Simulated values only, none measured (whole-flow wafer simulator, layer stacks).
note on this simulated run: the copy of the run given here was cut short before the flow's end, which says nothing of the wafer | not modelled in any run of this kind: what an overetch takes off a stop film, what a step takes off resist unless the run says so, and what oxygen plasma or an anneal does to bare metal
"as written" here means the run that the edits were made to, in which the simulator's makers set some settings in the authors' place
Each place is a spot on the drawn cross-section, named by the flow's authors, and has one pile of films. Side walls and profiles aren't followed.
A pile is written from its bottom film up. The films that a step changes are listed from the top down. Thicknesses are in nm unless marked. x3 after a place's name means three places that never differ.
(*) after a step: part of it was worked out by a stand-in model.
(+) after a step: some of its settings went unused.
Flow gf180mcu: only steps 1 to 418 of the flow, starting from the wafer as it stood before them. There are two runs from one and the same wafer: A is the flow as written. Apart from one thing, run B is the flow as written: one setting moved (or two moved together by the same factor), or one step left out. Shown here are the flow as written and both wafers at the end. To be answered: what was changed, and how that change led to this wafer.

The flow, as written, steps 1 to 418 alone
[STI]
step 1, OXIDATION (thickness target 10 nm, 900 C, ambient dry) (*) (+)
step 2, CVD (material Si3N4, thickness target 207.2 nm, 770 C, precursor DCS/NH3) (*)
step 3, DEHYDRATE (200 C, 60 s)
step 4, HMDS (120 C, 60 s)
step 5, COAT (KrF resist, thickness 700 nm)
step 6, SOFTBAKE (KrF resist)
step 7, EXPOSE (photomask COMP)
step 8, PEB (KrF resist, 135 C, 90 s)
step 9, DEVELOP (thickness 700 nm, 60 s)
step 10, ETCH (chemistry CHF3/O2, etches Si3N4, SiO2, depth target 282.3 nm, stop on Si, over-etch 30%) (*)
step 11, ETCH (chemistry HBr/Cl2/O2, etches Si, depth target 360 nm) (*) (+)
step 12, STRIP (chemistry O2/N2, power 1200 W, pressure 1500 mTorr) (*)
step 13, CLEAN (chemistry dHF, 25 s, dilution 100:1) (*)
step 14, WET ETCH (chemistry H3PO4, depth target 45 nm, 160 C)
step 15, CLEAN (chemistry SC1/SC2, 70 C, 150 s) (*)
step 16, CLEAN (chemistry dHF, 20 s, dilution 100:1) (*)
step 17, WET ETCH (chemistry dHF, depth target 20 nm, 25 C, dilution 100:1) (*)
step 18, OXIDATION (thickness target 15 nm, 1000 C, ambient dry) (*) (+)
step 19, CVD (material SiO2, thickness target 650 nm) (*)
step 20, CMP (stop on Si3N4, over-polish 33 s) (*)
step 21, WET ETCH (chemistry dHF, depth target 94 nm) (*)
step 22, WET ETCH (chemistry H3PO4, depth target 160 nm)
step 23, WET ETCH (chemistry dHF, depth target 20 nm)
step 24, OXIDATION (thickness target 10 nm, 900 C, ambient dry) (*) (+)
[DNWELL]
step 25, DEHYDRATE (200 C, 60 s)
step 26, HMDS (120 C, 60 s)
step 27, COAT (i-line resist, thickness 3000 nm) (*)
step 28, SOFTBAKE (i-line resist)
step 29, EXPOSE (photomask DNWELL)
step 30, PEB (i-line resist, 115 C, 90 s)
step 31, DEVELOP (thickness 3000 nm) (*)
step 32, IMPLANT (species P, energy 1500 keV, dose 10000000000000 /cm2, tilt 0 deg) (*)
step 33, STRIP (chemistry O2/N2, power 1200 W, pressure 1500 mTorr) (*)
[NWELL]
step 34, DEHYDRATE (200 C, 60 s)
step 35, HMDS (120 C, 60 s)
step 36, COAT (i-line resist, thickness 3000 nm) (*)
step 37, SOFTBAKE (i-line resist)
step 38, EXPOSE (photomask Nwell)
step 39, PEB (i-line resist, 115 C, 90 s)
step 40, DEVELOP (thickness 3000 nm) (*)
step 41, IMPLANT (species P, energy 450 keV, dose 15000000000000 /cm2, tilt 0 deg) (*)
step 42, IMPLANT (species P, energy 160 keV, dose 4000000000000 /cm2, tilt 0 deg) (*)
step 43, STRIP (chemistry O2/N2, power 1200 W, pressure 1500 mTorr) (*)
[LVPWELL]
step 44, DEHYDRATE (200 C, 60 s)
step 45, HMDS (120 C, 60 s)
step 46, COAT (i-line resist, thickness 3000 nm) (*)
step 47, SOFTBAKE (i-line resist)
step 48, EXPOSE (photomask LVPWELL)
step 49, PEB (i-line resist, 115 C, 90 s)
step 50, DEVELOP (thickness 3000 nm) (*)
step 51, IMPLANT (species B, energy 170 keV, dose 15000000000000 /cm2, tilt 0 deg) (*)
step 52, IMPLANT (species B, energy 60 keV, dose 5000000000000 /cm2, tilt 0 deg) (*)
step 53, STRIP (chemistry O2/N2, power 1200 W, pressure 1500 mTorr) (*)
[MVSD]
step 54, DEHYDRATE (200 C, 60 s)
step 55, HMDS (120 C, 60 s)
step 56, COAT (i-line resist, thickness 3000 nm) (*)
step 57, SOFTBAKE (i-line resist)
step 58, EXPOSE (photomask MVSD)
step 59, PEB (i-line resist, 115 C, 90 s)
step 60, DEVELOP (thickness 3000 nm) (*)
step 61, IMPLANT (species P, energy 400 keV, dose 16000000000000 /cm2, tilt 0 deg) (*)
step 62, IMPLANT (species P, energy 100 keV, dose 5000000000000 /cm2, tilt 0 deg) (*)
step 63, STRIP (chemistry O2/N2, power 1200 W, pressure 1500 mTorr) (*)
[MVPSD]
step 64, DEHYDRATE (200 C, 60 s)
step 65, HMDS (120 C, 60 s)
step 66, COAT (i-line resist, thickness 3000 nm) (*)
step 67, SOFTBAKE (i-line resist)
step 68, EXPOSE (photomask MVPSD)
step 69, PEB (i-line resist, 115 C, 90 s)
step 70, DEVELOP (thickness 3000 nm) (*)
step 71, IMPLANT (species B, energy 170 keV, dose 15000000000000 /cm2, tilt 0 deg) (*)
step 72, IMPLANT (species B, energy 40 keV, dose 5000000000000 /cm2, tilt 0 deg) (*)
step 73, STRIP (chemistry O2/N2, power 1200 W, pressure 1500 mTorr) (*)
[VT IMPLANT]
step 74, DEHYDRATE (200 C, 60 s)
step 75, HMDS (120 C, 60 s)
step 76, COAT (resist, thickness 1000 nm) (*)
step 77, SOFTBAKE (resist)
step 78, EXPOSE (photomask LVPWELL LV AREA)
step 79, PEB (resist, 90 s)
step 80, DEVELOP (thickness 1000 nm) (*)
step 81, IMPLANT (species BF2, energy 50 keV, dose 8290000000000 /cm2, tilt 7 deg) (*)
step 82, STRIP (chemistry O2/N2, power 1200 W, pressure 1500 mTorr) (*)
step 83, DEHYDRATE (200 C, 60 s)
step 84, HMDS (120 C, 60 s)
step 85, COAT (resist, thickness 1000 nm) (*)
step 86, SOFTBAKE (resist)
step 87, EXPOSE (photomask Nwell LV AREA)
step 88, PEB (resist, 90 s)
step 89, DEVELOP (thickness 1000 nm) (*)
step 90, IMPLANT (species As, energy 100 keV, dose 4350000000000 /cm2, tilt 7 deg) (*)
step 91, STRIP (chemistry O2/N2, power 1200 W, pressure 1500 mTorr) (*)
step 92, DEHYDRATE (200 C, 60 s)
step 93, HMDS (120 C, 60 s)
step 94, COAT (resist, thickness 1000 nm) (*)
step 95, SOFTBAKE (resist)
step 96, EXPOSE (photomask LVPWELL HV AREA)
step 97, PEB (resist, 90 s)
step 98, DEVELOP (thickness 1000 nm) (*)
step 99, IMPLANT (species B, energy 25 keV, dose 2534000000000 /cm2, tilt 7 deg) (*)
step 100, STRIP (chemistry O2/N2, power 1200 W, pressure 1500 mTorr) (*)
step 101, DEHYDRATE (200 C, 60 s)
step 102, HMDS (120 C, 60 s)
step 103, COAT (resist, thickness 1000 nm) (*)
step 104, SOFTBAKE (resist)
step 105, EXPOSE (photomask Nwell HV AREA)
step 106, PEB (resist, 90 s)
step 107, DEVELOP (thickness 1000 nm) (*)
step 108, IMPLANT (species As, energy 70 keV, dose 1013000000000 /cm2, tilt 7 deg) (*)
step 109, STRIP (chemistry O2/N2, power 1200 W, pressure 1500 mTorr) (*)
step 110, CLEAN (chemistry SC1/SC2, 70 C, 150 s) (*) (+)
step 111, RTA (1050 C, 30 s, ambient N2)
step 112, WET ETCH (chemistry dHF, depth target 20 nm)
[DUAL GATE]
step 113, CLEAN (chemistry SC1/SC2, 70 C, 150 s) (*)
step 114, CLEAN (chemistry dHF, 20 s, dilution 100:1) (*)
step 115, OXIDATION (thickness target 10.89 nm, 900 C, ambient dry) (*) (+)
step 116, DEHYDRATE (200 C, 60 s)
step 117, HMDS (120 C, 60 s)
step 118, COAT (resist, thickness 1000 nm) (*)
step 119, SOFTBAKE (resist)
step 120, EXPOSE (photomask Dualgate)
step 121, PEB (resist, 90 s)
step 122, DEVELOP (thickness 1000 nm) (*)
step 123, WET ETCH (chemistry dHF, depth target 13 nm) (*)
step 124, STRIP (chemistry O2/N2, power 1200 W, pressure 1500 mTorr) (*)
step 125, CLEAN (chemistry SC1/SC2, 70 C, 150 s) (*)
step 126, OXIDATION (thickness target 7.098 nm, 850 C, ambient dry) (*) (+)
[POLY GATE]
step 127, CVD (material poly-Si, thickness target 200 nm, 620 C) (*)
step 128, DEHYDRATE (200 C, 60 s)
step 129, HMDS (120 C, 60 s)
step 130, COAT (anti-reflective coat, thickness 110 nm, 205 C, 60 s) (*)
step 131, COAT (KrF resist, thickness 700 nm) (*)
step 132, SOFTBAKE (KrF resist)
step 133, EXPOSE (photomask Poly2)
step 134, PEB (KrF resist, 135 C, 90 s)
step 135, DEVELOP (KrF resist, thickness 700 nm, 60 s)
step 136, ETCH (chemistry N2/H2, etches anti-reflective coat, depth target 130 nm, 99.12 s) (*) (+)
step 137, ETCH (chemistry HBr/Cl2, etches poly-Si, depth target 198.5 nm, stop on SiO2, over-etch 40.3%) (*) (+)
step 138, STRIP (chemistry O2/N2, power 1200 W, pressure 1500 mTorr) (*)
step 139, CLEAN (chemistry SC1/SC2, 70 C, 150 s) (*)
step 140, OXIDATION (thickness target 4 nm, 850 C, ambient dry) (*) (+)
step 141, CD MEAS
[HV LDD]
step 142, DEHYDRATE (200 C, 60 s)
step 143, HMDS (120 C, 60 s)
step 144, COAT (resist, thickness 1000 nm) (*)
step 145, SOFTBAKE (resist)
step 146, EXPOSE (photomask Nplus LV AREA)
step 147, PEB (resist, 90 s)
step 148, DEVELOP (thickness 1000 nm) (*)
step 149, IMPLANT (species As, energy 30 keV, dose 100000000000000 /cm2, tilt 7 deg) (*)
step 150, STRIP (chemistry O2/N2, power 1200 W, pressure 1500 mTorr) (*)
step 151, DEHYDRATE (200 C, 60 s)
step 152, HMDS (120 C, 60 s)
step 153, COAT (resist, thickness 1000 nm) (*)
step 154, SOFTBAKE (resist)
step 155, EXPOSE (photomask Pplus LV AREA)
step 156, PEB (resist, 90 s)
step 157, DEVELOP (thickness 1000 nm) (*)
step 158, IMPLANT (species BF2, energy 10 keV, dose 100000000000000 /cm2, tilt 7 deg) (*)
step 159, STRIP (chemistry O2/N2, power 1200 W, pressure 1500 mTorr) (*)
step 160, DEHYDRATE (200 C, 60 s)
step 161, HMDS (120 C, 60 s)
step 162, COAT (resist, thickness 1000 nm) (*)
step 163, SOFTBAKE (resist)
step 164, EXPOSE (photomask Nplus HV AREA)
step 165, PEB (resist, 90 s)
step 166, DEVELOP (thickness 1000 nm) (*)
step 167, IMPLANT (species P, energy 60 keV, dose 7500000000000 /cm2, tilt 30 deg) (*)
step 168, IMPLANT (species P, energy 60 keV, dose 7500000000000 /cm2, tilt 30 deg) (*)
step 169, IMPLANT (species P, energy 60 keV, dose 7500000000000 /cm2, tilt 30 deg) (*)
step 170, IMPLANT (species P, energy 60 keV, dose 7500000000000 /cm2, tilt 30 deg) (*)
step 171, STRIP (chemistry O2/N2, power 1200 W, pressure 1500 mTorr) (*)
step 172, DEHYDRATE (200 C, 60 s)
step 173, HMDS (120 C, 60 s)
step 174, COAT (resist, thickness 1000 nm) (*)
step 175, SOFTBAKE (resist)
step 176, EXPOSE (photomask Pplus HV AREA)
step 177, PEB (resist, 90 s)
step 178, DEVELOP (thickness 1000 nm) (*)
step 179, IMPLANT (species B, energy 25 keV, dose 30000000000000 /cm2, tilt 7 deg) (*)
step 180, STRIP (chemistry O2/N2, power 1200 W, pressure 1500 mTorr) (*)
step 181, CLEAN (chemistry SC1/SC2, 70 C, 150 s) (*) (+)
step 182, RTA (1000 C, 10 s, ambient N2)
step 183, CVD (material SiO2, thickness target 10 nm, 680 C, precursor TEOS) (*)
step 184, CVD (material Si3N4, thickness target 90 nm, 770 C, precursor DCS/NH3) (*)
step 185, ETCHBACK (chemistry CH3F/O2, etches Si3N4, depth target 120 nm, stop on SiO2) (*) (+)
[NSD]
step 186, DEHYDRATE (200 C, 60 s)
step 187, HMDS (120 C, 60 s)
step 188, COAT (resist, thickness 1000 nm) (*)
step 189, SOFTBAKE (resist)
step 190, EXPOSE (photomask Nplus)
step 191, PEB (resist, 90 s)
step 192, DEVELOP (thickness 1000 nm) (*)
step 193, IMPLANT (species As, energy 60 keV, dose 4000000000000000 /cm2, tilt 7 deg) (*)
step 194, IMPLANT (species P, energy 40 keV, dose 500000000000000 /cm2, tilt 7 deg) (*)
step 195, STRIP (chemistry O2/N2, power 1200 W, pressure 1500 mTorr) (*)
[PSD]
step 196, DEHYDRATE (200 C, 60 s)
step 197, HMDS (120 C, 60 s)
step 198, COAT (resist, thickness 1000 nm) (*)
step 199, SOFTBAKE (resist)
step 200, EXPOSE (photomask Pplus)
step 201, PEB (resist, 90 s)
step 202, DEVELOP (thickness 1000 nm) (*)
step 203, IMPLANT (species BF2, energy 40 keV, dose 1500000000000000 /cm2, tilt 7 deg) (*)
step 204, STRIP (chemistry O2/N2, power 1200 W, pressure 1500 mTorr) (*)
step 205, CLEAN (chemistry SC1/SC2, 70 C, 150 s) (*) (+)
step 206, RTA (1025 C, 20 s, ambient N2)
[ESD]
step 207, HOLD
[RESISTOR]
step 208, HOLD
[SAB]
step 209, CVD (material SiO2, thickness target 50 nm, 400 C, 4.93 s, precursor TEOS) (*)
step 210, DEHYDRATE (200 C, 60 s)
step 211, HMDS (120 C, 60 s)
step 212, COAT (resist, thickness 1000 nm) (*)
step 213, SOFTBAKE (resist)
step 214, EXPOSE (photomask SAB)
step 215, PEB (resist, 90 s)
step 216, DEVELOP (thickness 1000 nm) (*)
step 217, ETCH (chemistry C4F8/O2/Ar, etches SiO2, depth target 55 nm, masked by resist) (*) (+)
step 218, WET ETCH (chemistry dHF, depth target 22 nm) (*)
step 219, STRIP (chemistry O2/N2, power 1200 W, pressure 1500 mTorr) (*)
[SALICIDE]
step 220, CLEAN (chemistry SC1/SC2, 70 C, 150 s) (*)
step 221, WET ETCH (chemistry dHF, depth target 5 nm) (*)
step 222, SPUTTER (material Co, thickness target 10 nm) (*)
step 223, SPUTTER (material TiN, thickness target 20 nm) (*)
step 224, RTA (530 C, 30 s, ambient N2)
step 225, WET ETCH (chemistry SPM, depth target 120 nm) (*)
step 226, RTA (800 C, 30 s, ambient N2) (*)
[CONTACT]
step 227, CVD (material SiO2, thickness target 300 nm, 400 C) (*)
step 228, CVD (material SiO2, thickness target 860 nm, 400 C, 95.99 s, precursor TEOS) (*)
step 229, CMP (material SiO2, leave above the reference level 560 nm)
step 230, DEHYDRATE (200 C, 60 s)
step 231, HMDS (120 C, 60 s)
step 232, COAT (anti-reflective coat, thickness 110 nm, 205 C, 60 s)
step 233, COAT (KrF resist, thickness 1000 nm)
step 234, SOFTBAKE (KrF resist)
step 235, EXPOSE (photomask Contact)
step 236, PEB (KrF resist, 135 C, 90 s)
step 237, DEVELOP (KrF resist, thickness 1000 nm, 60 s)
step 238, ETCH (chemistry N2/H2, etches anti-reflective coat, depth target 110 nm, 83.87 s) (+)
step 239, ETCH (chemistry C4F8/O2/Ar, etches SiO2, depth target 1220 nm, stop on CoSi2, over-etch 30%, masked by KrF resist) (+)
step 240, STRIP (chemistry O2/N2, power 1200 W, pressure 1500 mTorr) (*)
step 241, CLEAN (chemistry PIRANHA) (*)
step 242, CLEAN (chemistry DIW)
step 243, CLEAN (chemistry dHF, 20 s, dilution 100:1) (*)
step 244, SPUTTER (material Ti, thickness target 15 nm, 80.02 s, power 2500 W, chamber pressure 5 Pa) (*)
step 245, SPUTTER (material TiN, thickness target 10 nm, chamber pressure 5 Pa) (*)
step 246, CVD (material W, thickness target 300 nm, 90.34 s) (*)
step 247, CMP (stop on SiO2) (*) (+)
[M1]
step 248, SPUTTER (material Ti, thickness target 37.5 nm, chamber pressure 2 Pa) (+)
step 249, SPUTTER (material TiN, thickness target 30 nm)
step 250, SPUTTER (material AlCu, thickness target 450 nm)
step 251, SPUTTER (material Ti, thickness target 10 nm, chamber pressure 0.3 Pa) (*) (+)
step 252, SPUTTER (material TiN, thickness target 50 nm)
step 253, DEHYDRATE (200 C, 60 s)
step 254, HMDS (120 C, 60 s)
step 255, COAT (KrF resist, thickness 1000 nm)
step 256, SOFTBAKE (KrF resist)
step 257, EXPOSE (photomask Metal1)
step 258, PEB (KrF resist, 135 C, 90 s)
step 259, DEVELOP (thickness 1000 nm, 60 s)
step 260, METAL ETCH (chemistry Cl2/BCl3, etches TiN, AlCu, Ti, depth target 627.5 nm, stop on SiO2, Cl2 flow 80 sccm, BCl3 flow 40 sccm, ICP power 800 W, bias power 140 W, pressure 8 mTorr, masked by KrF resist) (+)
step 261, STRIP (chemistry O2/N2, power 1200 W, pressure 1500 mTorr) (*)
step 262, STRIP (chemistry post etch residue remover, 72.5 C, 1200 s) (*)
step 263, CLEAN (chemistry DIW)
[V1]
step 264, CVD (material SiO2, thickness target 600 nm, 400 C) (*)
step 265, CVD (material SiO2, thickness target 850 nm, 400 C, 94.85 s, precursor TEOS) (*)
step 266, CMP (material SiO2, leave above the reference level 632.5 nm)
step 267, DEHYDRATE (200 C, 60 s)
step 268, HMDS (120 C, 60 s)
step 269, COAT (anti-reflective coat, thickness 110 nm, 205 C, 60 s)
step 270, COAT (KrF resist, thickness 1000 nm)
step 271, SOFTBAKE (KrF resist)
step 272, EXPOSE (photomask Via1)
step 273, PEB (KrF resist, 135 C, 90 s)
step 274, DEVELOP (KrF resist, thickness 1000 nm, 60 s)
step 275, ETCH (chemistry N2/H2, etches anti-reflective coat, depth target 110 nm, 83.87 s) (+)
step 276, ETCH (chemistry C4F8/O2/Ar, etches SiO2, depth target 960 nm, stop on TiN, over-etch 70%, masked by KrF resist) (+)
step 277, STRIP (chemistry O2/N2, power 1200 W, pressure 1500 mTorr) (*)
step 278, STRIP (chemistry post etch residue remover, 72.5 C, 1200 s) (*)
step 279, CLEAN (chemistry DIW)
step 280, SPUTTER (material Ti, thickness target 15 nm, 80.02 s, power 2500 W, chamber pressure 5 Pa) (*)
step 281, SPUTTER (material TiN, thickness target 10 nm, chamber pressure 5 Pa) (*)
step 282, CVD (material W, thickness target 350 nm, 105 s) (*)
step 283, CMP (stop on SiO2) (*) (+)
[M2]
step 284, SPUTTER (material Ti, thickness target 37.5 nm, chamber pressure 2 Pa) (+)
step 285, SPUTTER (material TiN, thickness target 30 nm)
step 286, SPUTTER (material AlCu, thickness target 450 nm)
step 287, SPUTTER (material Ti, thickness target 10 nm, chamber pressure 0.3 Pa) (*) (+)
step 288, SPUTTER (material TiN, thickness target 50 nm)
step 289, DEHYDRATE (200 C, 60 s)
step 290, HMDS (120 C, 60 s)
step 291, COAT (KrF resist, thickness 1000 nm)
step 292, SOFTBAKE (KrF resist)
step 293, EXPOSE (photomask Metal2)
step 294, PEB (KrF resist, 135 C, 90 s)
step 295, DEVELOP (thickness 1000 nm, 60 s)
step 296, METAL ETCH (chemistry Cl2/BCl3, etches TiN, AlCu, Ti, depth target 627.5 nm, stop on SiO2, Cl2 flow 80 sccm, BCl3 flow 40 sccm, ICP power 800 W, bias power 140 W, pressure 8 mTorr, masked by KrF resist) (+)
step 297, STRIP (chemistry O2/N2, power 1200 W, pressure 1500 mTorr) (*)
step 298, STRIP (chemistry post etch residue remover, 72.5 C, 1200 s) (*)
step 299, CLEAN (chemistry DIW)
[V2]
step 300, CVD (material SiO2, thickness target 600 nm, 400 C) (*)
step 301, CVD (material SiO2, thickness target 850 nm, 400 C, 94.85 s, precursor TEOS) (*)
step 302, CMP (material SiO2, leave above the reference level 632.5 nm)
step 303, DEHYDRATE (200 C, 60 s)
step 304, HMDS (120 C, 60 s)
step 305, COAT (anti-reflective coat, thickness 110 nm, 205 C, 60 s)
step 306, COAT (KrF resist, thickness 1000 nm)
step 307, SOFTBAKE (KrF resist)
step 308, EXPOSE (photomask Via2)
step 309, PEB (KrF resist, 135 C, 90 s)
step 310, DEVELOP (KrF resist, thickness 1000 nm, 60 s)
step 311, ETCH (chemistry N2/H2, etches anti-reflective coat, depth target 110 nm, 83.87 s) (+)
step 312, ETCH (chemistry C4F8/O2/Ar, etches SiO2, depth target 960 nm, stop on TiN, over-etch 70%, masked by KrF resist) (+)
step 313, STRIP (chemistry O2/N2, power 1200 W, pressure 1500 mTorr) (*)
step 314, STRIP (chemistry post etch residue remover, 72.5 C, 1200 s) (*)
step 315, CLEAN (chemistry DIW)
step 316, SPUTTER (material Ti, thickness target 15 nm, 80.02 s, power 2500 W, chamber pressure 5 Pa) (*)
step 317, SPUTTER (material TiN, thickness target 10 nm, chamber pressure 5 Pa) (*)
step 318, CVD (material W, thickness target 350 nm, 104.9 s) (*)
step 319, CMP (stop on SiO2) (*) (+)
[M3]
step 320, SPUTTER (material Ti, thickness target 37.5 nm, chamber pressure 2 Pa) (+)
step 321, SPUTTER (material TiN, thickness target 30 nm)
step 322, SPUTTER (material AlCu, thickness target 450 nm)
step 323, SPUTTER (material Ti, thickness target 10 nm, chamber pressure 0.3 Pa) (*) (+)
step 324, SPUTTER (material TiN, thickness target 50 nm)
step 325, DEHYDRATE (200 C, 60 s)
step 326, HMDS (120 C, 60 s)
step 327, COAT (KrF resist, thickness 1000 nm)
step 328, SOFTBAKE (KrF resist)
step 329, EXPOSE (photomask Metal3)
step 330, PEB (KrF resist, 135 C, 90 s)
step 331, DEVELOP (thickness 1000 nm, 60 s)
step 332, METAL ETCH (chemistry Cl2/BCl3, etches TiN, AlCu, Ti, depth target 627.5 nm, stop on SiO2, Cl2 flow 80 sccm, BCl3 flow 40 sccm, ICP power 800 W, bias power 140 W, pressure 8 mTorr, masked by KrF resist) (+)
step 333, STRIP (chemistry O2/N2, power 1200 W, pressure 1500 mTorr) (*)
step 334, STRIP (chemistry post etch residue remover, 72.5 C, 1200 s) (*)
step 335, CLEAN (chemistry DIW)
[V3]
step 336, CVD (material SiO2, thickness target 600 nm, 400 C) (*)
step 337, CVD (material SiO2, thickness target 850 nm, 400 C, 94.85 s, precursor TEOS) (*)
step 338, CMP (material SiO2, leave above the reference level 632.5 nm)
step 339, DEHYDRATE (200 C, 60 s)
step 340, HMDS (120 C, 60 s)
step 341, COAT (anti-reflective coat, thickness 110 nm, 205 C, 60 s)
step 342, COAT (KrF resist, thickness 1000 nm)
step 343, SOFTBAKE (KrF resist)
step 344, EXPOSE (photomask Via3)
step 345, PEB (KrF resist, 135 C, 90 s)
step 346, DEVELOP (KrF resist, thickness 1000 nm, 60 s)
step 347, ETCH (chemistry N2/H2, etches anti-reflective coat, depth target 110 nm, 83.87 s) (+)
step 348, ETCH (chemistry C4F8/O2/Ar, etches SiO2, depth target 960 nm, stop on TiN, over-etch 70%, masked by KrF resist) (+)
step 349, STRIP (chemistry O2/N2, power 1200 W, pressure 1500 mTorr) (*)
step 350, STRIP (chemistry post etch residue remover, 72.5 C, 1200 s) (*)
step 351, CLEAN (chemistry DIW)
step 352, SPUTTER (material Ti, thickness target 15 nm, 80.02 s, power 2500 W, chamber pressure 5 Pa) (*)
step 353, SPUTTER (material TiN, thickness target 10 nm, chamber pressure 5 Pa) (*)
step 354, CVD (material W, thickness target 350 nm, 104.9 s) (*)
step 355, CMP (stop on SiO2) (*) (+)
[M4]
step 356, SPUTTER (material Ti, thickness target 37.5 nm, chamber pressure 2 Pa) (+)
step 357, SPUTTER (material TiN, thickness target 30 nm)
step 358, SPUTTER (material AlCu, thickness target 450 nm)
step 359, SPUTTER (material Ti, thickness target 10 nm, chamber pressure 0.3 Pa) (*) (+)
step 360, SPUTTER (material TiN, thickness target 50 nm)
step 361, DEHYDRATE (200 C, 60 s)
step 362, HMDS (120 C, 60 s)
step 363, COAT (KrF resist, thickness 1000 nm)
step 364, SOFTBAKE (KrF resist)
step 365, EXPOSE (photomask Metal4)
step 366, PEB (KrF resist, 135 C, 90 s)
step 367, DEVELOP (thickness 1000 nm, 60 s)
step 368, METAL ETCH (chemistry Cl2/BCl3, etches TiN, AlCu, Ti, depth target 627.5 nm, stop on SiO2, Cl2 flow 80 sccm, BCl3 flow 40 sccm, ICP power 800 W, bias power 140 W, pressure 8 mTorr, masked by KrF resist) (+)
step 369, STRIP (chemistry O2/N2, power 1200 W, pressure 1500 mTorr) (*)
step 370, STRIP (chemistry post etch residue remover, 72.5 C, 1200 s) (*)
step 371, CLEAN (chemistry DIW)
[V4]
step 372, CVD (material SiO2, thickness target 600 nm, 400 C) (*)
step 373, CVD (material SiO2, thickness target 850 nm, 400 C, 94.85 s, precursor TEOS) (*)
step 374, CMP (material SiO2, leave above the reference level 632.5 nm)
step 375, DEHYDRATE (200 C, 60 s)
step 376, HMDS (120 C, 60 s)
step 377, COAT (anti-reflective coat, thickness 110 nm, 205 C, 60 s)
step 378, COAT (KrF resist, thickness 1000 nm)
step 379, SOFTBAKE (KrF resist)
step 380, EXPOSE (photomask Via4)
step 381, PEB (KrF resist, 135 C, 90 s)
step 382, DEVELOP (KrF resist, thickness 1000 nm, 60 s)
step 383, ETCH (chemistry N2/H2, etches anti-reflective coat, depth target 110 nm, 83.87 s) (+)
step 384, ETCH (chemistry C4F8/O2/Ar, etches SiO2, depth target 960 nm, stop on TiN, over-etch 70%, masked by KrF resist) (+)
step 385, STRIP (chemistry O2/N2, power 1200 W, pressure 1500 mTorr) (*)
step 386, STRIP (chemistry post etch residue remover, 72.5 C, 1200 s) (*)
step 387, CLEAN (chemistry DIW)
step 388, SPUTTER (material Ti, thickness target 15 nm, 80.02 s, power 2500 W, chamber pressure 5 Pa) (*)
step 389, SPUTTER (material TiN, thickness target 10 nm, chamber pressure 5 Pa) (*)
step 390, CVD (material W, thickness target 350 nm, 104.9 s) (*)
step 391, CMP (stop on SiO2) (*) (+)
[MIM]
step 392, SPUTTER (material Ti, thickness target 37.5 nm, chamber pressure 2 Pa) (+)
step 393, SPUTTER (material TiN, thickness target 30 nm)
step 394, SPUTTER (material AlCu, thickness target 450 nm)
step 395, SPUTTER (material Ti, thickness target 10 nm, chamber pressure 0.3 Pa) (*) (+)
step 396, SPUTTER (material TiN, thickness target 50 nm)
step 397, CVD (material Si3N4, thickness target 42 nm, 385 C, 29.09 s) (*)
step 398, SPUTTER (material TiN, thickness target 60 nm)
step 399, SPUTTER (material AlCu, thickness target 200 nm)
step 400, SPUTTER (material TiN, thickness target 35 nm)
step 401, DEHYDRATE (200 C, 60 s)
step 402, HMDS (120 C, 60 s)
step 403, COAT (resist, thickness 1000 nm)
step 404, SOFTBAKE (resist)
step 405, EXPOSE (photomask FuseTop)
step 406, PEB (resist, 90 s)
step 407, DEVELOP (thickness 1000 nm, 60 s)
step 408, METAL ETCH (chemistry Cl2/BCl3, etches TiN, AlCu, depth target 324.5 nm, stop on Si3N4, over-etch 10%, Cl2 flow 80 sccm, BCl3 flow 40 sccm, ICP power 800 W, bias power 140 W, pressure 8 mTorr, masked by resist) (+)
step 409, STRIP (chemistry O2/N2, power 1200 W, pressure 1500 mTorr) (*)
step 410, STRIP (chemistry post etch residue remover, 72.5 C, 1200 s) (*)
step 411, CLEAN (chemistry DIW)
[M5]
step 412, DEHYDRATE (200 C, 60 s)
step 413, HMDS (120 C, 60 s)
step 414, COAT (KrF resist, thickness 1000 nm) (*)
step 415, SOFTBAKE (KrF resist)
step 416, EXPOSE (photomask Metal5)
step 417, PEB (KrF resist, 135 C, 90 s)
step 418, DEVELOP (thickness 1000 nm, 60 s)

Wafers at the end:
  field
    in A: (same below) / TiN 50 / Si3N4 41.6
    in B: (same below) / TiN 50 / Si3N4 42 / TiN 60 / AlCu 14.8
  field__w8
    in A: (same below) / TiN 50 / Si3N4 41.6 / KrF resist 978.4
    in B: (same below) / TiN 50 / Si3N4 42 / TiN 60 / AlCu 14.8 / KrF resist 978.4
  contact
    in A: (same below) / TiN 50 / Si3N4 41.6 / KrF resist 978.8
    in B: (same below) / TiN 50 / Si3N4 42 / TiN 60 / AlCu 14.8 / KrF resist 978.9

Cause: step 399, SPUTTER: thickness target 310 nm was run, while the flow as written has thickness target 200 nm.

How this came from the change, step by step:
  step 399, SPUTTER (material AlCu, thickness target 200 nm)
      field, field__w1, field__w2 and 108 more: A AlCu gains 200 (new film) | B AlCu gains 310 (new film)
  step 408, METAL ETCH (chemistry Cl2/BCl3, etches TiN, AlCu, depth target 324.5 nm, stop on Si3N4, over-etch 10%, Cl2 flow 80 sccm, BCl3 flow 40 sccm, ICP power 800 W, bias power 140 W, pressure 8 mTorr, masked by resist) (+)
      field, field__w1, field__w2 and 107 more: A TiN loses 35 (all of it), AlCu loses 200 (all of it), TiN loses 60 (all of it) | B TiN loses 35 (all of it), AlCu loses 289.5
  step 410, STRIP (chemistry post etch residue remover, 72.5 C, 1200 s) (*)
      field, field__w1, field__w2 and 107 more: A Si3N4 loses 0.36 | B AlCu loses 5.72
  step 414, COAT (KrF resist, thickness 1000 nm) (*)
      mim: A KrF resist gains 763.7 (new film) | B KrF resist gains 737.4 (new film)
With metal films that touch counted as one body, field has 2 bodies (between them, from the top down: Si3N4 42); the flow as written gives 1 body.
With metal films that touch counted as one body, field__w8 has 6 bodies (between them, from the top down: Si3N4 42; SiO2 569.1; SiO2 569.1; SiO2 569.1; SiO2 569.1); the flow as written gives 5 bodies (between them, from the top down: SiO2 569.1; SiO2 569.1; SiO2 569.1; SiO2 569.1).
With metal films that touch counted as one body, contact has 2 bodies (between them, from the top down: Si3N4 42); the flow as written gives 1 body.
